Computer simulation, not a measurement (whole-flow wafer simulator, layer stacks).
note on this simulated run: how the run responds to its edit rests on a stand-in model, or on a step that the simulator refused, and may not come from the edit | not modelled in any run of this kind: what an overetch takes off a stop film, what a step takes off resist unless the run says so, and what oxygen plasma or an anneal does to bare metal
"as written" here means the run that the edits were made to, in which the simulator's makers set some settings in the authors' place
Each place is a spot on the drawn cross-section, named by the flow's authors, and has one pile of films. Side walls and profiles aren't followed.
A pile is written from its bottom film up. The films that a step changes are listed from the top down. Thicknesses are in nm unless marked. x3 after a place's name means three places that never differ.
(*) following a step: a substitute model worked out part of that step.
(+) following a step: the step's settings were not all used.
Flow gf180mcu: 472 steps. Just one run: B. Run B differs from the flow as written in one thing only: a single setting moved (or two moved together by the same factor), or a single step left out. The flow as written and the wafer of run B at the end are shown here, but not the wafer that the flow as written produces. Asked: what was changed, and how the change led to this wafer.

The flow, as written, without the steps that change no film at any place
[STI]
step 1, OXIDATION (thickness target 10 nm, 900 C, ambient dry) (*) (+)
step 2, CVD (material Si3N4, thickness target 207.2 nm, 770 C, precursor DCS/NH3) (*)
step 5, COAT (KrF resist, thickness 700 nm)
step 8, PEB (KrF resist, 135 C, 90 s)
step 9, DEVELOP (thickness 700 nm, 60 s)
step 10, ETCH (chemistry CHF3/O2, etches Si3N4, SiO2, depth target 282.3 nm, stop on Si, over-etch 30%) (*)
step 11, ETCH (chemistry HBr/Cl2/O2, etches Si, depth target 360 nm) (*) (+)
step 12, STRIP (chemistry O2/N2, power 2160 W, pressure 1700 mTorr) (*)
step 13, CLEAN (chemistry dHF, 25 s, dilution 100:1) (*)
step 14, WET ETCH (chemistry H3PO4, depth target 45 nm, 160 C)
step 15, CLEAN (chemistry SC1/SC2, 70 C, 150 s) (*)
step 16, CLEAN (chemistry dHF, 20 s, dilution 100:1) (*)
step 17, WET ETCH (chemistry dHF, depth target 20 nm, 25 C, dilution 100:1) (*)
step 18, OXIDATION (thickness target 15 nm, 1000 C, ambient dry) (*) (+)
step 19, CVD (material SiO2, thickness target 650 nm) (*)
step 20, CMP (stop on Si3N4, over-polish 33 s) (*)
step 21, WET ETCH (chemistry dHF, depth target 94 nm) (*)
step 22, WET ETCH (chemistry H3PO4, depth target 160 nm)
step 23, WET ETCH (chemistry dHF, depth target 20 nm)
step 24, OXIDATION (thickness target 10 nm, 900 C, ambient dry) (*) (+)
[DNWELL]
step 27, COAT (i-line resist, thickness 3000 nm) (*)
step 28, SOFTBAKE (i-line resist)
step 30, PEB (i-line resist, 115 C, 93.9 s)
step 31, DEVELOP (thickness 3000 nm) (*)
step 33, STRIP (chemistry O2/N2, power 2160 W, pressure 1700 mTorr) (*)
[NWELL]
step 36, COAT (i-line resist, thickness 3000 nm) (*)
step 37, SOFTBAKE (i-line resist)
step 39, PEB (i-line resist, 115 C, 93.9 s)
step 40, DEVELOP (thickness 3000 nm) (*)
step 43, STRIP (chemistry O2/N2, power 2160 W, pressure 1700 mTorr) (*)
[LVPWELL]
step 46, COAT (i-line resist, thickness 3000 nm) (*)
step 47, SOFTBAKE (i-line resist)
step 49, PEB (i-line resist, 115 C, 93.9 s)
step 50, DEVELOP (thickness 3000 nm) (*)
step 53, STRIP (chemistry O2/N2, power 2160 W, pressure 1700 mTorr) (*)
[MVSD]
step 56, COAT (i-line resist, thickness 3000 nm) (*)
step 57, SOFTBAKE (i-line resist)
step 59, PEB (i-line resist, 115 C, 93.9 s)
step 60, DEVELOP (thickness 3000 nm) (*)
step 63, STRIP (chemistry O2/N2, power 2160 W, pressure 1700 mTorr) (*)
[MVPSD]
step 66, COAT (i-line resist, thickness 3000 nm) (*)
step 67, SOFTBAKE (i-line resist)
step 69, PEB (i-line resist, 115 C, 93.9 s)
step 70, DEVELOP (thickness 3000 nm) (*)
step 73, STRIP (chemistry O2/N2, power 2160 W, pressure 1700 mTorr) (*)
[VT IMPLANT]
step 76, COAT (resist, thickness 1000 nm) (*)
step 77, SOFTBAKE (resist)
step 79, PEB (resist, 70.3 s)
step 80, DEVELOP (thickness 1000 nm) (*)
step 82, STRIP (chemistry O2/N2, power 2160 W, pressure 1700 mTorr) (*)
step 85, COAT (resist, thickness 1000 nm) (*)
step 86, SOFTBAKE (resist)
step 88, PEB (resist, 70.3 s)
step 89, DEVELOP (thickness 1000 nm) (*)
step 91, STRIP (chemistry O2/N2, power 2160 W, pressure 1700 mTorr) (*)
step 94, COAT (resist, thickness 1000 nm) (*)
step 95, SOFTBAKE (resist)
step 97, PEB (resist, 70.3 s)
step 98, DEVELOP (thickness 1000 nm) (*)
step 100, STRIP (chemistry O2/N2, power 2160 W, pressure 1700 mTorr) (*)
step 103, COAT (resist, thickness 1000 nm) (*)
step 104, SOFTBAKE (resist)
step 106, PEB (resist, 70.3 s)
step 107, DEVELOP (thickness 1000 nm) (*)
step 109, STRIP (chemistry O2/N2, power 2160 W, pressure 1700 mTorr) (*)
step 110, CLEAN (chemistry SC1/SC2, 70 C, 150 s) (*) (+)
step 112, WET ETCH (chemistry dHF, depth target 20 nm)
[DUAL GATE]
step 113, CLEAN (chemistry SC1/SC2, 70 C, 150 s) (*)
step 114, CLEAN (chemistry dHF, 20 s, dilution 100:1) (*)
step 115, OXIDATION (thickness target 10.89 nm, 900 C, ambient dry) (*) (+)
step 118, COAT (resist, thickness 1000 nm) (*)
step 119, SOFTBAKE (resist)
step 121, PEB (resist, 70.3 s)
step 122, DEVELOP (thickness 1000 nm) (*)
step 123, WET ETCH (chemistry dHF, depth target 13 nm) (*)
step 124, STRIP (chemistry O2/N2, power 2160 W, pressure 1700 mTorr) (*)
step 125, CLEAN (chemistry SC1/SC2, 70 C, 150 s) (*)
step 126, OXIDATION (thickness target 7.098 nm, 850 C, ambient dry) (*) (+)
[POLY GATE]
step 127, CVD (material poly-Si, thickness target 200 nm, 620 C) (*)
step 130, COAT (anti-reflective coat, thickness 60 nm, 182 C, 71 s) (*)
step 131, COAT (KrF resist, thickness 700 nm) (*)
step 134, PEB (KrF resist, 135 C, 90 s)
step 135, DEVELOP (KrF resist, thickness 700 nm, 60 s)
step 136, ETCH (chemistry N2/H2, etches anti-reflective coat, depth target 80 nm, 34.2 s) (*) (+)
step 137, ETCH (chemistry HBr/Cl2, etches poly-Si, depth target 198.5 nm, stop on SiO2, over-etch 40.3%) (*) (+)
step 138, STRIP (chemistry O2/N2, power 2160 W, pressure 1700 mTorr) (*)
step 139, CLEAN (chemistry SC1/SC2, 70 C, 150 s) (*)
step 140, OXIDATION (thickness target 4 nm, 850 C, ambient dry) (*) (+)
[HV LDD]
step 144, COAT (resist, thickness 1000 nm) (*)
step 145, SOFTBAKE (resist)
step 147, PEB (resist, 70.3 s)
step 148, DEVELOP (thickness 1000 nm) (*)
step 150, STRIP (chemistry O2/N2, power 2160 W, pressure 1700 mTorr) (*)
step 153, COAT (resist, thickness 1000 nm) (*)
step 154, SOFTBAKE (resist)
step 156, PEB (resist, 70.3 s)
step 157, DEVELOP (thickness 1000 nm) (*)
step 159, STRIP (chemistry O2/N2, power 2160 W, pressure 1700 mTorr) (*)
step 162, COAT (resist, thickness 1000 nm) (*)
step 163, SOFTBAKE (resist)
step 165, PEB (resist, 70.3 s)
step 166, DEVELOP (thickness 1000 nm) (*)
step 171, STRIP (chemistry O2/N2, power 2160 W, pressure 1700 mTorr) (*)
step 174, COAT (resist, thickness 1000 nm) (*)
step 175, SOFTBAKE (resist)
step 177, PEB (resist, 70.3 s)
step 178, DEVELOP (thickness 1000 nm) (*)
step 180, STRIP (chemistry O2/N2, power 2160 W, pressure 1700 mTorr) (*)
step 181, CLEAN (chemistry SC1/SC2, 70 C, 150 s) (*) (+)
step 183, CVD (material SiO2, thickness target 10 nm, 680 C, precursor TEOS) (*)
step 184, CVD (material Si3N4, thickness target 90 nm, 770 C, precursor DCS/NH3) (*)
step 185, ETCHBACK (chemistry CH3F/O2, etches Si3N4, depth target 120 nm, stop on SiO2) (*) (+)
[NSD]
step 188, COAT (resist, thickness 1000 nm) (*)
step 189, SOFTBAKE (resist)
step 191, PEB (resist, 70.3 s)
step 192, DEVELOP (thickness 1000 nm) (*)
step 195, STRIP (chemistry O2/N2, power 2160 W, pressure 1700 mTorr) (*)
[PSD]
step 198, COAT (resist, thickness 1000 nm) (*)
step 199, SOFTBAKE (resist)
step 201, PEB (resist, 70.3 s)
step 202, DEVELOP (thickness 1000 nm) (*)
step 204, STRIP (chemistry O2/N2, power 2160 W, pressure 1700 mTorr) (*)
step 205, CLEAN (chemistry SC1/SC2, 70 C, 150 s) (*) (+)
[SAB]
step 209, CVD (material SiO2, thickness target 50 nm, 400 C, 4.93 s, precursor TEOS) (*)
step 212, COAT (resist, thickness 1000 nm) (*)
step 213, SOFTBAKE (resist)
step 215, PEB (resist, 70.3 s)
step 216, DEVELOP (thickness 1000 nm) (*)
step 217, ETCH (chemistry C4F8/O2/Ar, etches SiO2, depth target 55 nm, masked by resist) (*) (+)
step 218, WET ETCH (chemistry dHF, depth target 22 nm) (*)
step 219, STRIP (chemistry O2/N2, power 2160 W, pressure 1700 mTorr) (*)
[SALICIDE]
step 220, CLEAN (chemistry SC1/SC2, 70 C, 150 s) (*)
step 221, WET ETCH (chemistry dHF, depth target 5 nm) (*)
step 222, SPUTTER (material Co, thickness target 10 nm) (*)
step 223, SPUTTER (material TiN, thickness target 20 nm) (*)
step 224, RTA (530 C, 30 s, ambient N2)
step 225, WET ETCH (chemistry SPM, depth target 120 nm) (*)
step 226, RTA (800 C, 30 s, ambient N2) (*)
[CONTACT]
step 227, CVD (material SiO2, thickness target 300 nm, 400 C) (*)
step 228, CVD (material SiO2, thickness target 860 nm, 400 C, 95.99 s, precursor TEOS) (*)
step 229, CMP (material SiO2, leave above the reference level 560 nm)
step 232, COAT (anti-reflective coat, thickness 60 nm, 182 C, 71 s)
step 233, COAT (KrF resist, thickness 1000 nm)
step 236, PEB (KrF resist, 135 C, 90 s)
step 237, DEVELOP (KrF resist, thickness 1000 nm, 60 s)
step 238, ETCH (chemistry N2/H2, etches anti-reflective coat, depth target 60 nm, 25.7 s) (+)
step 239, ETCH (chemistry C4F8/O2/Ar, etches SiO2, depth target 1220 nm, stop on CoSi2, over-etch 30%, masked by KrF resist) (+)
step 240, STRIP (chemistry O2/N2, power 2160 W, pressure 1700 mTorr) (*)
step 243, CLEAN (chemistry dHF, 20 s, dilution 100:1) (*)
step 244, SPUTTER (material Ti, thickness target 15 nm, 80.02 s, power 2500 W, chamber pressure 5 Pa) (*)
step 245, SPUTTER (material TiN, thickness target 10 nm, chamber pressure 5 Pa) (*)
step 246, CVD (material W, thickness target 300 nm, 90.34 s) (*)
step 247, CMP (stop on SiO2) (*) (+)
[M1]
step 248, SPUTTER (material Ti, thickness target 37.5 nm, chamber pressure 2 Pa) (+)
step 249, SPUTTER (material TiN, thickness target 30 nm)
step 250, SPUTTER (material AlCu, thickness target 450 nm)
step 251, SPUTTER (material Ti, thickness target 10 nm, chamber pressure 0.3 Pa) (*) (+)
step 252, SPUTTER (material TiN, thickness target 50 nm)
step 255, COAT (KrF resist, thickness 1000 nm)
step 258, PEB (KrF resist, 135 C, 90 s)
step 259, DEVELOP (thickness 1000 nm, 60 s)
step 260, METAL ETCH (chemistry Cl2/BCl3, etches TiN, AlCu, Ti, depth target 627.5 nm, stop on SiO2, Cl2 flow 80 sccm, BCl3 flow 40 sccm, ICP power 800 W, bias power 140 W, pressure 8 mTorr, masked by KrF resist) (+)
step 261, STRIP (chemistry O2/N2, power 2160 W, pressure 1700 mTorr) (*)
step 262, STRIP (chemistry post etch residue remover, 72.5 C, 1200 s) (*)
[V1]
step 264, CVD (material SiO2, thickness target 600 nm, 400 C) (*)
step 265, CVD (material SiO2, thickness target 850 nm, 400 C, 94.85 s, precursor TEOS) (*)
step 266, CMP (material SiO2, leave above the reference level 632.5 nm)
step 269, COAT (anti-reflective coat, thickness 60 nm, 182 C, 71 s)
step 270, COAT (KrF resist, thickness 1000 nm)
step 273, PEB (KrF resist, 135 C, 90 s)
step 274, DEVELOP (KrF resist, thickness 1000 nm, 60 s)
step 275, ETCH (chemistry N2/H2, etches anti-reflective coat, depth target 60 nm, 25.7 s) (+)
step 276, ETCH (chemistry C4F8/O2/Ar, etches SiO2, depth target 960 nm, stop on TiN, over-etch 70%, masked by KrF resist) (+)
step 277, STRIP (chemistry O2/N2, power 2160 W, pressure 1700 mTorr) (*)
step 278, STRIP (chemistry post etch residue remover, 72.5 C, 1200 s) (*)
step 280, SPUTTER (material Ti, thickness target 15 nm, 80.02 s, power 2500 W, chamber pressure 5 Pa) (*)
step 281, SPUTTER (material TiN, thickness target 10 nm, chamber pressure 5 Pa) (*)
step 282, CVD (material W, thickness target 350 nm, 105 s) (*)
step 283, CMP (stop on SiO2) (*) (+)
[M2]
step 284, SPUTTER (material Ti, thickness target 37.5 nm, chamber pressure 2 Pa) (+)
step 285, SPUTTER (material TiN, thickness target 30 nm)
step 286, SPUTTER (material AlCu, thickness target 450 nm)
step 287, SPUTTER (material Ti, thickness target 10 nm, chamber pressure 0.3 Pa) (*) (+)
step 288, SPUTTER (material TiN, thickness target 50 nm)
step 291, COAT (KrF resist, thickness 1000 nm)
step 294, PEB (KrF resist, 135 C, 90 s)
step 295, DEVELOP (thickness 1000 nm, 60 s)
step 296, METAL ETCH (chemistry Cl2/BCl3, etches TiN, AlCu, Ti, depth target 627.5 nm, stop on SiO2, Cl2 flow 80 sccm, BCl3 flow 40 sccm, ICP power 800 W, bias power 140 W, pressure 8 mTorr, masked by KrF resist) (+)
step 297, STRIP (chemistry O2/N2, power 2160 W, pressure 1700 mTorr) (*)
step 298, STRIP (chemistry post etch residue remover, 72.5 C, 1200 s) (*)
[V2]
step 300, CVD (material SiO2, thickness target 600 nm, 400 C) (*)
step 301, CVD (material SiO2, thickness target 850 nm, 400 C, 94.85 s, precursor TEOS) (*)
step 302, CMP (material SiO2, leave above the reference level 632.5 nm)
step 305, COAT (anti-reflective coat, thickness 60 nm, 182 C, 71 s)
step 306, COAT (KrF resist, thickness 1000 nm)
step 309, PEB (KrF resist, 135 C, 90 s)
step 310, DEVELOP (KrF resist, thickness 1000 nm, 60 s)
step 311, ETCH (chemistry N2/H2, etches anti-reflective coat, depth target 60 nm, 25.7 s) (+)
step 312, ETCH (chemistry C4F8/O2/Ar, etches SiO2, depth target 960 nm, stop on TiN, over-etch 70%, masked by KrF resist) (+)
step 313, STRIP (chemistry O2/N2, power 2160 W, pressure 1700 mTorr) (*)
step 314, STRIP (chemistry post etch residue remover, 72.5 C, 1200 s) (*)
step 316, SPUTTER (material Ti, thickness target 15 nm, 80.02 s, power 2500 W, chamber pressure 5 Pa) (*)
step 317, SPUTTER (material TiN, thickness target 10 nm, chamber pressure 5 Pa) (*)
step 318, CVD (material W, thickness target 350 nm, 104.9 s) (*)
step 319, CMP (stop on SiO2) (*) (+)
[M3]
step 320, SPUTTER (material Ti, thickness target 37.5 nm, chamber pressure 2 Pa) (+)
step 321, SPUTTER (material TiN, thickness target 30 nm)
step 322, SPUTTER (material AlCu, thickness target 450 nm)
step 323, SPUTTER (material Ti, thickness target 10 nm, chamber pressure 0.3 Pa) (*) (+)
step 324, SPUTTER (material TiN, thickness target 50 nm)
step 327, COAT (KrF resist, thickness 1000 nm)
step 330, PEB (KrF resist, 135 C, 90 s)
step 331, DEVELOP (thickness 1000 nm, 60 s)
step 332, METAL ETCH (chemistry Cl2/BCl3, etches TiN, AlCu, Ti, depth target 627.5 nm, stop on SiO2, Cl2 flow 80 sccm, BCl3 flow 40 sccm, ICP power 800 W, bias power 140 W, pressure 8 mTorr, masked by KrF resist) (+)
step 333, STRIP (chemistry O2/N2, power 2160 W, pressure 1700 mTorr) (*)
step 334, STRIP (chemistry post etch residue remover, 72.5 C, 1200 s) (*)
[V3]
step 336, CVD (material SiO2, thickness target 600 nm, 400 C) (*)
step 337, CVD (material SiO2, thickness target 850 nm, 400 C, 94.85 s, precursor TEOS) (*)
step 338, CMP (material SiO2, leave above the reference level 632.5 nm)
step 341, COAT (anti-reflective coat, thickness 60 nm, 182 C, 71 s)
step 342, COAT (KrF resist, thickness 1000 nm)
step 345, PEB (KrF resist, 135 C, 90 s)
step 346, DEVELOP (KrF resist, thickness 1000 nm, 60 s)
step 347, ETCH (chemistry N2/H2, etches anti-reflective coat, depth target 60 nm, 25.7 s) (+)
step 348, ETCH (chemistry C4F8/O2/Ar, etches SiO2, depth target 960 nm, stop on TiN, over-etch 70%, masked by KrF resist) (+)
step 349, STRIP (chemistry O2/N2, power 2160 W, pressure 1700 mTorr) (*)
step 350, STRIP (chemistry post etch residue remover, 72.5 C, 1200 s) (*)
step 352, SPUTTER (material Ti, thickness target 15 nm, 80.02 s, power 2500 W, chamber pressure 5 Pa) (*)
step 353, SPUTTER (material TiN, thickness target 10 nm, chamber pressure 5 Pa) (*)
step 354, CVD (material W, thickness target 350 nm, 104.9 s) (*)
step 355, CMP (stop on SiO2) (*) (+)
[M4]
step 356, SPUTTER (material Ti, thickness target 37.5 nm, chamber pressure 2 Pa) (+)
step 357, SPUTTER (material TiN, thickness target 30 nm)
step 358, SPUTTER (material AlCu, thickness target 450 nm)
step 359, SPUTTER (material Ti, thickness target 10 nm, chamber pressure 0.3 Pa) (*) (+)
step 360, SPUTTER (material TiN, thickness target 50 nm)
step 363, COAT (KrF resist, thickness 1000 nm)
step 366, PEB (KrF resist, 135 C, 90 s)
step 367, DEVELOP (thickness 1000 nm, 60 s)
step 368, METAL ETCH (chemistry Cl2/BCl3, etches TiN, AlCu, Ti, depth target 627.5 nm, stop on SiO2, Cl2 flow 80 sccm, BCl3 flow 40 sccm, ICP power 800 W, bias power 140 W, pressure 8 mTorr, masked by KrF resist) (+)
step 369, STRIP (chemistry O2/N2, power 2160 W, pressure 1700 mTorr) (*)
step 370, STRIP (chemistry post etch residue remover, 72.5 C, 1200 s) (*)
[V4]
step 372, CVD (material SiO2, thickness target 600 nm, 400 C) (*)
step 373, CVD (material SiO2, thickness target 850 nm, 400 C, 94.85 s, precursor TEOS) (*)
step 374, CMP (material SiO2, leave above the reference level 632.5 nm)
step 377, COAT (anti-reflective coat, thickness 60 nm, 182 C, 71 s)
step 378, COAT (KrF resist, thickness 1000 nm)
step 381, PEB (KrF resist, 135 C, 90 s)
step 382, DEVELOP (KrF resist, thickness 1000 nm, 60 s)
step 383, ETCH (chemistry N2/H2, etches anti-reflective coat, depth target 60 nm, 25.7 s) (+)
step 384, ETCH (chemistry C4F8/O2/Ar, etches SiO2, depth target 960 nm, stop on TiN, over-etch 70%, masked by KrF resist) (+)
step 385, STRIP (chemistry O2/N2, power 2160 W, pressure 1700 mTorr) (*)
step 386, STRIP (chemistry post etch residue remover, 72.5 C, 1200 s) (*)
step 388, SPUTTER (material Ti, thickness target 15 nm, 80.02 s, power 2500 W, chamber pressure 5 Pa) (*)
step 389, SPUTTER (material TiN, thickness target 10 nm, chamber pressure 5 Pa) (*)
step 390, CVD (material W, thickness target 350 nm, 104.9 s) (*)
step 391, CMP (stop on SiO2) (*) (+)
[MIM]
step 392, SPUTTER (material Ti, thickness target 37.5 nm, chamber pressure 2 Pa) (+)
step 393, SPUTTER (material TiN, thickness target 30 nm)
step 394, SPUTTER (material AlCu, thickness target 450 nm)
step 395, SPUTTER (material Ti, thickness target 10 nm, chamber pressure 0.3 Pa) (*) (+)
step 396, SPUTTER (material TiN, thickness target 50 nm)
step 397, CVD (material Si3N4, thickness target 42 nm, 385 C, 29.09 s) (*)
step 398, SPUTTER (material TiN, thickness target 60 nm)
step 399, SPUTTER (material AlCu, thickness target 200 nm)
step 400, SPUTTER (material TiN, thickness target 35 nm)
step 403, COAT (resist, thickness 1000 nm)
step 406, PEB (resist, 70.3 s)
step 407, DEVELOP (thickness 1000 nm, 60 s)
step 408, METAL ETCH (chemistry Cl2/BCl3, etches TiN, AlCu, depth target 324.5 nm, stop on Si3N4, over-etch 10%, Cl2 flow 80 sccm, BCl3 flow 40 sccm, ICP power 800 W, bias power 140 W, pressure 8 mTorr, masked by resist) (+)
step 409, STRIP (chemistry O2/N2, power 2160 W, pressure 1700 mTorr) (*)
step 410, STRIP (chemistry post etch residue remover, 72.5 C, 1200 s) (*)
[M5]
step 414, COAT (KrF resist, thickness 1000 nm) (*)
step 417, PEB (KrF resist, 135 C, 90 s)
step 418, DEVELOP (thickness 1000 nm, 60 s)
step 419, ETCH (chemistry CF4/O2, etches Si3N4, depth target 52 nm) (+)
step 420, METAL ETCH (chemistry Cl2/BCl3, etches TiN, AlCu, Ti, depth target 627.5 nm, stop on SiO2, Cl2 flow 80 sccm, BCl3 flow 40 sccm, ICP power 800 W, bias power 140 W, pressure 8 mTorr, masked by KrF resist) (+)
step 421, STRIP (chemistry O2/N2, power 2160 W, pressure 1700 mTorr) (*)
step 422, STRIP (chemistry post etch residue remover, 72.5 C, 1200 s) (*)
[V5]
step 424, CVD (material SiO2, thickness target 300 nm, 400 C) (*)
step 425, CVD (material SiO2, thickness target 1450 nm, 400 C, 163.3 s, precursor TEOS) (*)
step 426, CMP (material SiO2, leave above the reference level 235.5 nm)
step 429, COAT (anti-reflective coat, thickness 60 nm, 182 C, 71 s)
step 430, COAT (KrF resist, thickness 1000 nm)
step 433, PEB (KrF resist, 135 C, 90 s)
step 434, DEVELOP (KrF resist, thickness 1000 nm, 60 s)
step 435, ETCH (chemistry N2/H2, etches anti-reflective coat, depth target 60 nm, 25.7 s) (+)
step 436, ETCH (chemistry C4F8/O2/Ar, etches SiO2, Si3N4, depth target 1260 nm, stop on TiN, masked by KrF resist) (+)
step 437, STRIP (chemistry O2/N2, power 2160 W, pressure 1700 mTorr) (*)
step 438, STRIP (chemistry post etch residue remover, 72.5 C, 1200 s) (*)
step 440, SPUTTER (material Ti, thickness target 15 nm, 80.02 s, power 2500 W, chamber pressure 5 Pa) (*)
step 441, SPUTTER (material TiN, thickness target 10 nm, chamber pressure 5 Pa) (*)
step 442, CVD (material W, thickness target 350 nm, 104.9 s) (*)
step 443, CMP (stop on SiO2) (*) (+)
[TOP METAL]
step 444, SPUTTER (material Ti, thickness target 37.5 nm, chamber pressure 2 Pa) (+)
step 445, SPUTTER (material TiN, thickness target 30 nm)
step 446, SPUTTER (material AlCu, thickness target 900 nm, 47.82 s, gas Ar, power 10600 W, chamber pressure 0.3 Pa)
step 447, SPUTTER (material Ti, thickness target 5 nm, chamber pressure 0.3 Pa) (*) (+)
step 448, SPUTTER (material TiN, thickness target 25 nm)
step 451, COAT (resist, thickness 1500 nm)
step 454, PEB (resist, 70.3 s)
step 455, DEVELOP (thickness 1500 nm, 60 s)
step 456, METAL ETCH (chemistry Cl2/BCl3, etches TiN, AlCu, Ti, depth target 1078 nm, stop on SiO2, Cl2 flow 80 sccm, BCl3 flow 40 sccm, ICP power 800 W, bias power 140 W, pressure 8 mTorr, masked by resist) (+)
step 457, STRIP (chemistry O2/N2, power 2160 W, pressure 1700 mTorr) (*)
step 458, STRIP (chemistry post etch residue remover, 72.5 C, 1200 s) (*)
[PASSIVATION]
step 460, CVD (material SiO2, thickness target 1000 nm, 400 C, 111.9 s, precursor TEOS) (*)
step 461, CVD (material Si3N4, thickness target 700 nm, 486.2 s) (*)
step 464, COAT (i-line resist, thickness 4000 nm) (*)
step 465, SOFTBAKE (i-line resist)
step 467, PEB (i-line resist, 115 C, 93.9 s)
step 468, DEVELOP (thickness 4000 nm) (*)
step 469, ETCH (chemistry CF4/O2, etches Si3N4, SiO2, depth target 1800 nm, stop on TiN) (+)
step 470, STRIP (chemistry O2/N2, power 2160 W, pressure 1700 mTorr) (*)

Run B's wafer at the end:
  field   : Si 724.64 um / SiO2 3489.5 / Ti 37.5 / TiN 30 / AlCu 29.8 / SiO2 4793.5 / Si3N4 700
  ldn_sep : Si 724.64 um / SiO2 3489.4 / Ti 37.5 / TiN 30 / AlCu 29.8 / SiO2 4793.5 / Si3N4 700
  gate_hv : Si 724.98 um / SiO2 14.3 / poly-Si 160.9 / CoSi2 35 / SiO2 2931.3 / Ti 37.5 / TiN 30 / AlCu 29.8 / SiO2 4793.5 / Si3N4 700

Cause: step 322, SPUTTER: thickness target 603 nm was run, while the flow as written has thickness target 450 nm.

The path from the change to this, step by step:
  step 322, SPUTTER (material AlCu, thickness target 450 nm)
      field, field__w1, field__w2 and 108 more: AlCu gains 603 (new film) (as written it would have been: AlCu gains 450 (new film))
  step 332, METAL ETCH (chemistry Cl2/BCl3, etches TiN, AlCu, Ti, depth target 627.5 nm, stop on SiO2, Cl2 flow 80 sccm, BCl3 flow 40 sccm, ICP power 800 W, bias power 140 W, pressure 8 mTorr, masked by KrF resist) (+)
      field, field__w1, field__w2 and 103 more: TiN loses 50 (all of it), Ti loses 10 (all of it), AlCu loses 567.5 (as written it would have been: TiN loses 50 (all of it), Ti loses 10 (all of it), AlCu loses 450 (all of it), TiN loses 30 (all of it), Ti loses 37.5 (all of it))
  step 334, STRIP (chemistry post etch residue remover, 72.5 C, 1200 s) (*)
      field, field__w1, field__w2 and 103 more: AlCu loses 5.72 (as written it would have been: nothing)
  step 336, CVD (material SiO2, thickness target 600 nm, 400 C) (*)
      field, field__w1, field__w2 and 103 more: SiO2 gains 600 (new film) (as written it would have been: SiO2 gains 600)
  step 338, CMP (material SiO2, leave above the reference level 632.5 nm)
      field, field__w1, field__w2 and 103 more: SiO2 loses 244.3 (as written it would have been: SiO2 loses 300)
With metal films that touch counted as one body, field has 1 body; the flow as written gives 0 bodies.
With metal films that touch counted as one body, ldn_sep has 1 body; the flow as written gives 0 bodies.
With metal films that touch counted as one body, gate_hv has 2 bodies (between them, from the top down: SiO2 2931.3); the flow as written gives 1 body.
